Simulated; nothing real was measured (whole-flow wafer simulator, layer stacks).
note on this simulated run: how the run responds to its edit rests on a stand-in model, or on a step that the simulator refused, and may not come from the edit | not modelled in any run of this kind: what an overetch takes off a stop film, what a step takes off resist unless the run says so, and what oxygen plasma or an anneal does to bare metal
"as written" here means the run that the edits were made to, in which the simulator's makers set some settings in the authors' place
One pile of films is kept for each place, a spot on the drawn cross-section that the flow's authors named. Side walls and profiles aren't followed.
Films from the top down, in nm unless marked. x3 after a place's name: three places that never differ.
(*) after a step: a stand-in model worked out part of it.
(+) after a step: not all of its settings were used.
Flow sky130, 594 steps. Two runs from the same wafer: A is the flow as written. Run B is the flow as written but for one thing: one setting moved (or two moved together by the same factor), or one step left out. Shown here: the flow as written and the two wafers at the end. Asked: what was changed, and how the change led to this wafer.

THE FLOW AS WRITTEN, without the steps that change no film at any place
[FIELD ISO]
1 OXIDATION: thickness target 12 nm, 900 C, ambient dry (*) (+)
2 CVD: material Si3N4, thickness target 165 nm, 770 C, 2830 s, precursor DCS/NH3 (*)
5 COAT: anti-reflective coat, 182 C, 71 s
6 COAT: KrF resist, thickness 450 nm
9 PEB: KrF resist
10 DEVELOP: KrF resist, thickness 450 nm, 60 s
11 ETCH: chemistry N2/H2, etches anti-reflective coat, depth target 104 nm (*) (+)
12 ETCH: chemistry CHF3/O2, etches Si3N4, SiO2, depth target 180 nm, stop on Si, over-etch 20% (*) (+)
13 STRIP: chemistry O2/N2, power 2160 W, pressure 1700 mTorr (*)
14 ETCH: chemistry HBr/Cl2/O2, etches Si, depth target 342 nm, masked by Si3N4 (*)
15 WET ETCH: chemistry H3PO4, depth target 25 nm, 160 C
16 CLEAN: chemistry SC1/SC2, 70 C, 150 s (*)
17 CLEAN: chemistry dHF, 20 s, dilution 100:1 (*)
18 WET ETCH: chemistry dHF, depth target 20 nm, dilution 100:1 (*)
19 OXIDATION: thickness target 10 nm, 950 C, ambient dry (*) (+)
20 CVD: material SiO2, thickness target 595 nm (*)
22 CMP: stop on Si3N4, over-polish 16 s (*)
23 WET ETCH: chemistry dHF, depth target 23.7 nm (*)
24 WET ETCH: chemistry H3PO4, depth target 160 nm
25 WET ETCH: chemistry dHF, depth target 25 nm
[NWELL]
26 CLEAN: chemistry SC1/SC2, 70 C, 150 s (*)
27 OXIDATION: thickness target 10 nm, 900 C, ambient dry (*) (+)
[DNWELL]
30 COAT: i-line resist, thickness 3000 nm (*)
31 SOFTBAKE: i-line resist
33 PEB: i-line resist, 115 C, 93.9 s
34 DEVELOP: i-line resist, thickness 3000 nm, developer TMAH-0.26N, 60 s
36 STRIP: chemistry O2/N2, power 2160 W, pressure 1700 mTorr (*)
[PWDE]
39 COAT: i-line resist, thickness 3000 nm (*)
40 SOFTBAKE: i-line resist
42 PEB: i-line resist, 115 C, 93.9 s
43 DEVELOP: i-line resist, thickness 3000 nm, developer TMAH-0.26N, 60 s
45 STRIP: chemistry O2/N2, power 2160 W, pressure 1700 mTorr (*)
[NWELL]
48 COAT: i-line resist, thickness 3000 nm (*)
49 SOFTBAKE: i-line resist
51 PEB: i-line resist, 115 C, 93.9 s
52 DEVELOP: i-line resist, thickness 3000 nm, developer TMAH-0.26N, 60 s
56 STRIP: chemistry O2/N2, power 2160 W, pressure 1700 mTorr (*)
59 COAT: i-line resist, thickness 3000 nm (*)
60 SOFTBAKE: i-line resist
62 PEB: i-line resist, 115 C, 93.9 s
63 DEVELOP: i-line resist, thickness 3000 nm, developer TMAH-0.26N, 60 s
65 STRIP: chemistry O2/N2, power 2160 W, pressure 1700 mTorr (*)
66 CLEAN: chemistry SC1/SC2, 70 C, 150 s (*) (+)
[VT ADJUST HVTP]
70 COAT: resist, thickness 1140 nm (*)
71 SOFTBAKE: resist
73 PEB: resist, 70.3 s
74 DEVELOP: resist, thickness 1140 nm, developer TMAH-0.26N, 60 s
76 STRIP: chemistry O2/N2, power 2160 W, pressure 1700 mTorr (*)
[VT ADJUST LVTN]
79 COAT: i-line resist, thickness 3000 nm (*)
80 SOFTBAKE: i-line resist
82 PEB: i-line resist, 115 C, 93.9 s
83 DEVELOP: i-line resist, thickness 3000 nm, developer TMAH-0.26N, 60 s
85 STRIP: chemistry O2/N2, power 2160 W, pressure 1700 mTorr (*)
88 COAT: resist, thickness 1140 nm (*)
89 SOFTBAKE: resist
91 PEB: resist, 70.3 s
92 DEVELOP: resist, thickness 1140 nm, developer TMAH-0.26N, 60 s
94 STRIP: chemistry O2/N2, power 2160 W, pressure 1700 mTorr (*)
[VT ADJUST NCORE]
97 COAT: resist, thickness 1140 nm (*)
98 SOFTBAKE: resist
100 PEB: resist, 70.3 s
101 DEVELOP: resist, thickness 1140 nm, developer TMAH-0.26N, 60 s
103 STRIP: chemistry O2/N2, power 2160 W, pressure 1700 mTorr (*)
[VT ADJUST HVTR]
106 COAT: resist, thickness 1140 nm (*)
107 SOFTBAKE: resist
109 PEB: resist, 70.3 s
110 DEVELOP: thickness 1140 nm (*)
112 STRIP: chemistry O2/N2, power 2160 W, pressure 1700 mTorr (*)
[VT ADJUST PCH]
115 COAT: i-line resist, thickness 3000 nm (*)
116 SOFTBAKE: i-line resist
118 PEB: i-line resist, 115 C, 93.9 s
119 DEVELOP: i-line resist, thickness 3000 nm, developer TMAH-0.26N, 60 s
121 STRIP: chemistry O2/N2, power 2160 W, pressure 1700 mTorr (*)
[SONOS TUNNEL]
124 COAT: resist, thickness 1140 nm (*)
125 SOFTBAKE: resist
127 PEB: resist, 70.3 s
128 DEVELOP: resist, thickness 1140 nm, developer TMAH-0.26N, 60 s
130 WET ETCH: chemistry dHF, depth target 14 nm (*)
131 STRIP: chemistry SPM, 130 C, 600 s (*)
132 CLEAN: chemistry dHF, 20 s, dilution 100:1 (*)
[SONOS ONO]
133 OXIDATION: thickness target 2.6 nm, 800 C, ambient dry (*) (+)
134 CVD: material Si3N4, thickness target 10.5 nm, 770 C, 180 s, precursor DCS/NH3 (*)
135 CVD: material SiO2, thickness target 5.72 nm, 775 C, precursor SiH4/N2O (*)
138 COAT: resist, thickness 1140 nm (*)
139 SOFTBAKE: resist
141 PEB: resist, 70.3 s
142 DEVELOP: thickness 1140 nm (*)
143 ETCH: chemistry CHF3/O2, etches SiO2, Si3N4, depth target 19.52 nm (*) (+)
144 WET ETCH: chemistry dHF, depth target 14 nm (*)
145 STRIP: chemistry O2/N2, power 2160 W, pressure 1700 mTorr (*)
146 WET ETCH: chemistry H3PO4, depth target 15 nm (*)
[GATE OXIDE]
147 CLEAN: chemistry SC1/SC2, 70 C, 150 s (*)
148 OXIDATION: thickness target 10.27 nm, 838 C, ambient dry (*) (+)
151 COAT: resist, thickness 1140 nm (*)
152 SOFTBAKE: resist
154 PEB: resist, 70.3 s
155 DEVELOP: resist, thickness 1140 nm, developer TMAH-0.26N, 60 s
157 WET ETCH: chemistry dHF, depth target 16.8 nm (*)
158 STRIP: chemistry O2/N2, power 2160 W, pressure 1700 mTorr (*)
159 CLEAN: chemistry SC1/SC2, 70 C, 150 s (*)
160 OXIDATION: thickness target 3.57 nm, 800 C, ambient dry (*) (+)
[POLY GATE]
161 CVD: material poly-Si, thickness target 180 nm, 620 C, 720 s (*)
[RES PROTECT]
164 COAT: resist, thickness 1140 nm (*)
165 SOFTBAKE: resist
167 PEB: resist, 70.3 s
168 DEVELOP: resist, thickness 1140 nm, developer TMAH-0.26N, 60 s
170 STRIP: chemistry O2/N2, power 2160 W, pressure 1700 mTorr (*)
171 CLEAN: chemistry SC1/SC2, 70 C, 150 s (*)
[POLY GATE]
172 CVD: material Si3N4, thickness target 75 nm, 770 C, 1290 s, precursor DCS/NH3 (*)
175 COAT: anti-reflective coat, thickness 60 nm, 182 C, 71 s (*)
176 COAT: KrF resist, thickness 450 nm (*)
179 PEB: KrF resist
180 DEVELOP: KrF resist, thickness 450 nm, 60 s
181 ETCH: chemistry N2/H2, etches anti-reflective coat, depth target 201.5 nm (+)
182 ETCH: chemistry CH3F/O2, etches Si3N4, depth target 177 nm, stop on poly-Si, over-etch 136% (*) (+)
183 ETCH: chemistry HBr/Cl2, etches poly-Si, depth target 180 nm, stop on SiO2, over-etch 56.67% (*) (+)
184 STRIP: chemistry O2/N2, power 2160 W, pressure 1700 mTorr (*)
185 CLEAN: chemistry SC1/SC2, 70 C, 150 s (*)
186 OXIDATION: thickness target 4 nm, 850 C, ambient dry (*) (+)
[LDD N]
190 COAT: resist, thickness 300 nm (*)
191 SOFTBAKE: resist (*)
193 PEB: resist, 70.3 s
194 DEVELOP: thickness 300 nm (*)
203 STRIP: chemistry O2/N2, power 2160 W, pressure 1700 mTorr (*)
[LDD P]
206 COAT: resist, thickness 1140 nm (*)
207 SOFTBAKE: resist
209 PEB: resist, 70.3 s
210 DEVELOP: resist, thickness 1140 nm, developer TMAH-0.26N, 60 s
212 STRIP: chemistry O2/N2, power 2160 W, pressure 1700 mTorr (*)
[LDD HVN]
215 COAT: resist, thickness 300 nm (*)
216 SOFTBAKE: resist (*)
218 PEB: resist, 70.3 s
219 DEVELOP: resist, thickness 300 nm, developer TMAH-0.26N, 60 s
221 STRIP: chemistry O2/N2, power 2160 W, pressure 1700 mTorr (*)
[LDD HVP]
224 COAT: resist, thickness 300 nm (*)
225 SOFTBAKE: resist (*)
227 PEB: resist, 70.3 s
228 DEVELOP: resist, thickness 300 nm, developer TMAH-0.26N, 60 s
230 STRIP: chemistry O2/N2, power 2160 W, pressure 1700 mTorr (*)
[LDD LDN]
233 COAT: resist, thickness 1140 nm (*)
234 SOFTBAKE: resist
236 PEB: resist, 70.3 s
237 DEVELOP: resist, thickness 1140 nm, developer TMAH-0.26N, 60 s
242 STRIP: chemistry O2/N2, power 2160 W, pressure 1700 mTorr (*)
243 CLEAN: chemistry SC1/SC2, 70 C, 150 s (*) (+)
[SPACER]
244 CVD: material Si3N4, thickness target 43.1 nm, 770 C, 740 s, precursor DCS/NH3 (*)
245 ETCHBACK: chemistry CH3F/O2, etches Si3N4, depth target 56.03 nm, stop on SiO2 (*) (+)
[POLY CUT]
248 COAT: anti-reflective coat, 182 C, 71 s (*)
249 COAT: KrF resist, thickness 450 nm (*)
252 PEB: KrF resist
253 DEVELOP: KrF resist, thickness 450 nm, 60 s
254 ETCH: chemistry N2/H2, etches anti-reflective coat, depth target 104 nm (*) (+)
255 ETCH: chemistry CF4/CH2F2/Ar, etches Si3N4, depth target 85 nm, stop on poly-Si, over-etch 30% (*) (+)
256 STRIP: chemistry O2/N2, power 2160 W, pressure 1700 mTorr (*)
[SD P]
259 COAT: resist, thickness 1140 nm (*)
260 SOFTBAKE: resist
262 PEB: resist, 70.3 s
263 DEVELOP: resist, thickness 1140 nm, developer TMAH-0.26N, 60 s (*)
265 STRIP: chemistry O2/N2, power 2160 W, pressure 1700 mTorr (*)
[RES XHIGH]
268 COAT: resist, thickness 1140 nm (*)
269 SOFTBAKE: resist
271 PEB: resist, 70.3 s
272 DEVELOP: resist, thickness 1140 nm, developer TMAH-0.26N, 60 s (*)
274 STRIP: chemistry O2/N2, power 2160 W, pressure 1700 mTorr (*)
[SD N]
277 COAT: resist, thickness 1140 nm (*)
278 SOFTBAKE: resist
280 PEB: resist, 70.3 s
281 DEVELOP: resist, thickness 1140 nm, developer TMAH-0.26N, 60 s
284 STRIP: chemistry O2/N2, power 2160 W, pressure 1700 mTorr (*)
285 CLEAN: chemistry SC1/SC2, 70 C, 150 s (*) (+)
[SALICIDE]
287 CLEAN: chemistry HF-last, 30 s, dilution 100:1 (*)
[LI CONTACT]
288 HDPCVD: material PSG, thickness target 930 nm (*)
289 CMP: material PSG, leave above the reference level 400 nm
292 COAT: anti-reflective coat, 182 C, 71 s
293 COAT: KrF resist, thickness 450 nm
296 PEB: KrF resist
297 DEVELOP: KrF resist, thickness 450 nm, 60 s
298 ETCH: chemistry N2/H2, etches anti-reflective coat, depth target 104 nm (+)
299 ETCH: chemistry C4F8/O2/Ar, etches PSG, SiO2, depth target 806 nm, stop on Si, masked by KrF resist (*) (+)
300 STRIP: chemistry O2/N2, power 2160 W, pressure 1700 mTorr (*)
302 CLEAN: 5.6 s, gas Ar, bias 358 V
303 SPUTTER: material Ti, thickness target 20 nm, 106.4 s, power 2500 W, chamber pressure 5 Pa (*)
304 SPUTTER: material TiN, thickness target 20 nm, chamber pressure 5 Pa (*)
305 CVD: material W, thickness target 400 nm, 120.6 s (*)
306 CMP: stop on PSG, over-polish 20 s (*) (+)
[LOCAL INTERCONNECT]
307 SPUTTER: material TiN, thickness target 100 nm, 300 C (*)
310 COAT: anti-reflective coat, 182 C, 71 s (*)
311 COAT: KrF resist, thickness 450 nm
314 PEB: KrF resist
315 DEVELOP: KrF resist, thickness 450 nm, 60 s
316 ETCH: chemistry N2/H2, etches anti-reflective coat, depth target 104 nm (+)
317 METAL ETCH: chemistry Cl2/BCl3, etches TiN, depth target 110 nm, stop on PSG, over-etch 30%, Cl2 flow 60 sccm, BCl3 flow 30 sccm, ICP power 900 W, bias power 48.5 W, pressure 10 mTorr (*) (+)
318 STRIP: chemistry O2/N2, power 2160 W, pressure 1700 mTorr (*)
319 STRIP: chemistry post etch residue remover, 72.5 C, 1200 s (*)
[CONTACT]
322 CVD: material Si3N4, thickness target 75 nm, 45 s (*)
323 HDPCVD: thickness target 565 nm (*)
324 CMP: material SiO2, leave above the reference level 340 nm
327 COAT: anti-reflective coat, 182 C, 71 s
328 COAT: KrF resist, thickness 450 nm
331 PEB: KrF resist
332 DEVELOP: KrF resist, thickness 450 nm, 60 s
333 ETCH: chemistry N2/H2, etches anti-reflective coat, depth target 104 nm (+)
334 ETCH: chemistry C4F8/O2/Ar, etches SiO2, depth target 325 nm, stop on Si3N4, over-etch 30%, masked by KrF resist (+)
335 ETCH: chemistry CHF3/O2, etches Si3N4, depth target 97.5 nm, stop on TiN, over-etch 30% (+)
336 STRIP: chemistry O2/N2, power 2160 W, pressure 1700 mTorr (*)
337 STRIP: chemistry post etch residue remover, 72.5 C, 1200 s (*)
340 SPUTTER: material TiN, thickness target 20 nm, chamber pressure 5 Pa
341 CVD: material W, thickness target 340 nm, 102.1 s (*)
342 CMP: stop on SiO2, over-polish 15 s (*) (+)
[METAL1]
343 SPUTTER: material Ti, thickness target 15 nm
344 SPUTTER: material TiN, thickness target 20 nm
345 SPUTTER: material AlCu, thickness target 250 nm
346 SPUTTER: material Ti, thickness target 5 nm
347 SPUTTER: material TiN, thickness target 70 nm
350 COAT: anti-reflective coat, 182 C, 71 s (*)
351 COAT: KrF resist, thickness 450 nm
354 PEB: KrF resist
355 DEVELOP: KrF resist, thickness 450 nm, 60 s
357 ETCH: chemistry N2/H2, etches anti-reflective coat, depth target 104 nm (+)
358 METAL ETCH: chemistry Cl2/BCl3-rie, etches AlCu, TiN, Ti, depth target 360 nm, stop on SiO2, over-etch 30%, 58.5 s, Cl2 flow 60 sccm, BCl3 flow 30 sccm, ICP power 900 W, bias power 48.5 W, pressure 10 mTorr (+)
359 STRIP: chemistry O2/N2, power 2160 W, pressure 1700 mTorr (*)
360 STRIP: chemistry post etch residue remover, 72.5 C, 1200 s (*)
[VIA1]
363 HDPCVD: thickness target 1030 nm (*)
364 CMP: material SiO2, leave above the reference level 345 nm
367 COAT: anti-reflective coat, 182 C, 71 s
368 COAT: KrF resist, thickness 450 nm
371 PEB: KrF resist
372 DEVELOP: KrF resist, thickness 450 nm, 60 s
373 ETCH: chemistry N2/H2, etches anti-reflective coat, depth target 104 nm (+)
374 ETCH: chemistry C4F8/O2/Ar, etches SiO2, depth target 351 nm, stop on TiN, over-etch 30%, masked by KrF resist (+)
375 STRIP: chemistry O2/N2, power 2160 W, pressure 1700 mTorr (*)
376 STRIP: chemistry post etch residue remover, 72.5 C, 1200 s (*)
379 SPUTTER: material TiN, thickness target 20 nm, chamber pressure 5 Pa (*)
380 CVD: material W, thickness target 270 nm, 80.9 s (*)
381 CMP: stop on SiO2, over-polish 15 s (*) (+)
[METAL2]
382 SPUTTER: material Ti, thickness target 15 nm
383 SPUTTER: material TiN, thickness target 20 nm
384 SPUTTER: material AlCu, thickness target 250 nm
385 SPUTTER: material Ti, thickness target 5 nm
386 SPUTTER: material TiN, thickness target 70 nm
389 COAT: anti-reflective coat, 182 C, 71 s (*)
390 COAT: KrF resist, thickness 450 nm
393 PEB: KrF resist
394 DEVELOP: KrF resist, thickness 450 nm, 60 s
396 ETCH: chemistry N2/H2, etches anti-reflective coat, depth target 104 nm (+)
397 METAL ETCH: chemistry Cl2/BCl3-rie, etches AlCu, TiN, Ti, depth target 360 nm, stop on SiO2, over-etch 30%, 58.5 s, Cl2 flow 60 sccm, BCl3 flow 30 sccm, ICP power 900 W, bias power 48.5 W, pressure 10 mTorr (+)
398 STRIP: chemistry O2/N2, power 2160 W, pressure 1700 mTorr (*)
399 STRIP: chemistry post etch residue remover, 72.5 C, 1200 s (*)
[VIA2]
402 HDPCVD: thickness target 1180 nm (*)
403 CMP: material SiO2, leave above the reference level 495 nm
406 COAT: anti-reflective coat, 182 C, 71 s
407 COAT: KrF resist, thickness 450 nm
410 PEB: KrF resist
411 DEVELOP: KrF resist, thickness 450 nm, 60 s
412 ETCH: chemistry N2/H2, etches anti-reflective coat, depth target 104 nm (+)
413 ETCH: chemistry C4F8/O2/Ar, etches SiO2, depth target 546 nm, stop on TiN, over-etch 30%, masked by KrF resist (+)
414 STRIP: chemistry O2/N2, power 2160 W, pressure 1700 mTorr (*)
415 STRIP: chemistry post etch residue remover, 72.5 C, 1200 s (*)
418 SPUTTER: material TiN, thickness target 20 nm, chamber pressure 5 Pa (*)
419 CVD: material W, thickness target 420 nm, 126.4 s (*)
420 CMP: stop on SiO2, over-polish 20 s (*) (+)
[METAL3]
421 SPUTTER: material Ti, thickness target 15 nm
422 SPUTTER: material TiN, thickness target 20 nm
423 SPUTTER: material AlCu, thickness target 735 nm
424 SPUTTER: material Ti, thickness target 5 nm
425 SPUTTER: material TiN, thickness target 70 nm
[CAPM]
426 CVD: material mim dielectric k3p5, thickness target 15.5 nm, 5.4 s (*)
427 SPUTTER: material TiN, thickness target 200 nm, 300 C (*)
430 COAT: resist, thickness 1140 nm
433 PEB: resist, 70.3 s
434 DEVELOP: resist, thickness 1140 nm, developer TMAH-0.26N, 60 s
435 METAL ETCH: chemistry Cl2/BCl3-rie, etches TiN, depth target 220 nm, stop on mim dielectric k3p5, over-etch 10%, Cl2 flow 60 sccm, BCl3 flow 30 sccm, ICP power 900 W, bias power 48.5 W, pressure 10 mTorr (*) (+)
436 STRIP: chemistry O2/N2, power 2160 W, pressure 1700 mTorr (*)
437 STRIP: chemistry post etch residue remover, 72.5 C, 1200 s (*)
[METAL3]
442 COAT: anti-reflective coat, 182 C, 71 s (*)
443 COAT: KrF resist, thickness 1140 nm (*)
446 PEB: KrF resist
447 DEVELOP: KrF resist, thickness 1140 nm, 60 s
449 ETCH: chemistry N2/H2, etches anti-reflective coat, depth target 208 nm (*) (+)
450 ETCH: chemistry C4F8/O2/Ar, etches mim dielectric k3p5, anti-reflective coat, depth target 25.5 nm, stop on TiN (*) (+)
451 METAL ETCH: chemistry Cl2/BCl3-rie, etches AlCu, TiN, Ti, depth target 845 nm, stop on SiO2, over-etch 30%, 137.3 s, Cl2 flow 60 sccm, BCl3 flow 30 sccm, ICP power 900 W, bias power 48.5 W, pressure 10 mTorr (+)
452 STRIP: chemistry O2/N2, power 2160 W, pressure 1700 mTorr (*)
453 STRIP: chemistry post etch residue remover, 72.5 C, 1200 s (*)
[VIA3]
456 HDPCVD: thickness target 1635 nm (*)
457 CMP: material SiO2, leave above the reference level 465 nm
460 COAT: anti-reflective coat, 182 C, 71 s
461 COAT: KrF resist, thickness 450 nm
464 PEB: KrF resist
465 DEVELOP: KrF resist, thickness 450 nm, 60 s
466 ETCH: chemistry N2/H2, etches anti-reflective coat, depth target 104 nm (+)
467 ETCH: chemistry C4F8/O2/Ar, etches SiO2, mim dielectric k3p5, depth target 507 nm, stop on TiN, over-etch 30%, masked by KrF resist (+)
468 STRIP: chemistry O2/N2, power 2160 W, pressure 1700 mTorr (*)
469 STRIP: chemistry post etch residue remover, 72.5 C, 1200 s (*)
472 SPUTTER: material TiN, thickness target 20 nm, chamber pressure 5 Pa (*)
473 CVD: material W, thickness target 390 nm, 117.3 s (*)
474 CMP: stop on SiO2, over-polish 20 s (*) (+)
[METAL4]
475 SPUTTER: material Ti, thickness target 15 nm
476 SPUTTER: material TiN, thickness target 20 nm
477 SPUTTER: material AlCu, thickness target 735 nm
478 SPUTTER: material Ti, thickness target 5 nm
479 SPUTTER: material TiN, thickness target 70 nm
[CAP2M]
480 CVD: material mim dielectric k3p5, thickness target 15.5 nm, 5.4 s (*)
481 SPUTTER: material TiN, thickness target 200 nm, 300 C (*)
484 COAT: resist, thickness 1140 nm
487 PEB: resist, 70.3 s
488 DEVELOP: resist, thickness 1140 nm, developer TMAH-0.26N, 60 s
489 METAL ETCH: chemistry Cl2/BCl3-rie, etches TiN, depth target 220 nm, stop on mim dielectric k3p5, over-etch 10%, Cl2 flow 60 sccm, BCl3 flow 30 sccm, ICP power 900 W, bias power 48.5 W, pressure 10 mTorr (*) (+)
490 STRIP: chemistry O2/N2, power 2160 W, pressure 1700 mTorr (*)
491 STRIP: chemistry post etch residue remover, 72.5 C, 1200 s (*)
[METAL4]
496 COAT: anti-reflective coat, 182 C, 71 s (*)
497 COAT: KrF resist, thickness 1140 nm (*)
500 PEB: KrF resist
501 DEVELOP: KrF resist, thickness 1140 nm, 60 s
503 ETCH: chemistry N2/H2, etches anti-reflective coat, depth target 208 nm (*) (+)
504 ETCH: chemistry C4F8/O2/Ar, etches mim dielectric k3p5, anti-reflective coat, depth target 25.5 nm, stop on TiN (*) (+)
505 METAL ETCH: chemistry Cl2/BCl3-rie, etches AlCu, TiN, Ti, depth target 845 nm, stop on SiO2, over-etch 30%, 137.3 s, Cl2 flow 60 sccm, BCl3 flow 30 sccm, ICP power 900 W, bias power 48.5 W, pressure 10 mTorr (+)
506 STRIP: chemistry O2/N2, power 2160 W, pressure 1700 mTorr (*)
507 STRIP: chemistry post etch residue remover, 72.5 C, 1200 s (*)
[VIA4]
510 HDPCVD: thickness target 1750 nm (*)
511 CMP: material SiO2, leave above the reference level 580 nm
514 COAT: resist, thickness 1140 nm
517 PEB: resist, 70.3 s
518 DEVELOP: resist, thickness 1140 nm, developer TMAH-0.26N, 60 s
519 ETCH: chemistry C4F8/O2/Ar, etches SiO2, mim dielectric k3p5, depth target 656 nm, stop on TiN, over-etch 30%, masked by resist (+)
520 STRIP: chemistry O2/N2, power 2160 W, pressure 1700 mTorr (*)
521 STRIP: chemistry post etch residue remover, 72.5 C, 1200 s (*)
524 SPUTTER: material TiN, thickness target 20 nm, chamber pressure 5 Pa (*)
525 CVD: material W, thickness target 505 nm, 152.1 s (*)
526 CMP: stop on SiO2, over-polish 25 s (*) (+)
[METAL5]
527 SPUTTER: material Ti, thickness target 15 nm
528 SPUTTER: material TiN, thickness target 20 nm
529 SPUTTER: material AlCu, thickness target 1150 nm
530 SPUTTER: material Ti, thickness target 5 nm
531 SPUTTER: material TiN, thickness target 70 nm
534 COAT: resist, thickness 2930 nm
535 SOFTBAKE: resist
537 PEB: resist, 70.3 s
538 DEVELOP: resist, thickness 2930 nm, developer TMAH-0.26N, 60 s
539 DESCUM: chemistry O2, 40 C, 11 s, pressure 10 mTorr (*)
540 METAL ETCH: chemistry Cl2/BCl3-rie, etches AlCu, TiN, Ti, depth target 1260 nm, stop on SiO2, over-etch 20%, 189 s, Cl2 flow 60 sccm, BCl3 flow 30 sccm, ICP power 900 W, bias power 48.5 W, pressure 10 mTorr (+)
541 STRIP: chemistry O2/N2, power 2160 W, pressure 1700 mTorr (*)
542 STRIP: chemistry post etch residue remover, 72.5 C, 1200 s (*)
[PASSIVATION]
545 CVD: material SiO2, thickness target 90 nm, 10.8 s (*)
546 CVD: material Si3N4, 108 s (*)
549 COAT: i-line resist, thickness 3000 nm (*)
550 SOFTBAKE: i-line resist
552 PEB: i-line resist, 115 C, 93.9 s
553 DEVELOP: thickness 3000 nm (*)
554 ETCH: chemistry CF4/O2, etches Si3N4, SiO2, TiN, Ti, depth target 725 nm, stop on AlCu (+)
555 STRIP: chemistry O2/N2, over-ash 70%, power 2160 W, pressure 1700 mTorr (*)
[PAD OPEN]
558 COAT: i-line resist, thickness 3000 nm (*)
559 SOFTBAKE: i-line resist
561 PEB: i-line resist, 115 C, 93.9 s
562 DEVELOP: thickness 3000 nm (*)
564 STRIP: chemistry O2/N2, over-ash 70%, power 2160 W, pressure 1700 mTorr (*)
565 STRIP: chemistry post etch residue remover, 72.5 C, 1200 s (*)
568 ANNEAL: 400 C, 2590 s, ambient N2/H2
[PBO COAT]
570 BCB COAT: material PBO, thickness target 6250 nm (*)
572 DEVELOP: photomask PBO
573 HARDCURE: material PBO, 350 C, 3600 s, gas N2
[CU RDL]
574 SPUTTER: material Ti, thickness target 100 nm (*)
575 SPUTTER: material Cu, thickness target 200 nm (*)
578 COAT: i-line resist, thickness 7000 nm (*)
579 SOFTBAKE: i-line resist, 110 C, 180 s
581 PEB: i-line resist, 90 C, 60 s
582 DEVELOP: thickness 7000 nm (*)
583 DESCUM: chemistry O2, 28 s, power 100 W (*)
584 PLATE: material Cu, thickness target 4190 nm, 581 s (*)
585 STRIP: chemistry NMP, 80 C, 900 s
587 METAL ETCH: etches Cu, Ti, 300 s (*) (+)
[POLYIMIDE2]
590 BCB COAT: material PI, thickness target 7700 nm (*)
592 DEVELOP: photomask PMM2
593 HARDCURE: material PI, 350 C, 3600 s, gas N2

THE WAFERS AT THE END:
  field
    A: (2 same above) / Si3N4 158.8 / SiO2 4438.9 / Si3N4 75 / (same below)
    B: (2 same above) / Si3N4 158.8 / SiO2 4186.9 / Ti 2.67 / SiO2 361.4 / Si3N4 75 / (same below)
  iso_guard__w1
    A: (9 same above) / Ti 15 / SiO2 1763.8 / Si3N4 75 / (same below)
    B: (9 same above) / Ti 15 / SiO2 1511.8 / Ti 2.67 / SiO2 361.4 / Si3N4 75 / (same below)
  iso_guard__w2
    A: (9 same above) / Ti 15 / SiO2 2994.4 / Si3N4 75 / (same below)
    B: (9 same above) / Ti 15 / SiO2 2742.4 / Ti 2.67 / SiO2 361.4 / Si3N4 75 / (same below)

The cause: step 345, SPUTTER: thickness target 362 nm was run, where the flow has thickness target 250 nm.

How the change led to this, step by step:
  345 SPUTTER: material AlCu, thickness target 250 nm
      field, active, n_well and 188 more: A AlCu +250 (new film) | B AlCu +362 (new film)
  358 METAL ETCH: chemistry Cl2/BCl3-rie, etches AlCu, TiN, Ti, depth target 360 nm, stop on SiO2, over-etch 30%, 58.5 s, Cl2 flow 60 sccm, BCl3 flow 30 sccm, ICP power 900 W, bias power 48.5 W, pressure 10 mTorr (+)
      field, active, gate and 81 more: A TiN -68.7 (all of it), Ti -5 (all of it), AlCu -250 (all of it), TiN -20 (all of it), Ti -15 (all of it), SiO2 -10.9 | B TiN -68.7 (all of it), Ti -5 (all of it), AlCu -362 (all of it), TiN -20 (all of it), Ti -12.3
  363 HDPCVD: thickness target 1030 nm (*)
      field, active, gate and 81 more: A SiO2 +1030 | B SiO2 +1030 (new film)
  364 CMP: material SiO2, leave above the reference level 345 nm
      field, active, gate and 81 more: A SiO2 -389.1 | B SiO2 -290.7
Counting metal films that touch as one body, field has 1 body; the flow as written gives 0 bodies.
Counting metal films that touch as one body, iso_guard__w1 has 2 bodies (between them, from the top down: SiO2 1511.8); the flow as written gives 1 body.
Counting metal films that touch as one body, iso_guard__w2 has 2 bodies (between them, from the top down: SiO2 2742.4); the flow as written gives 1 body.
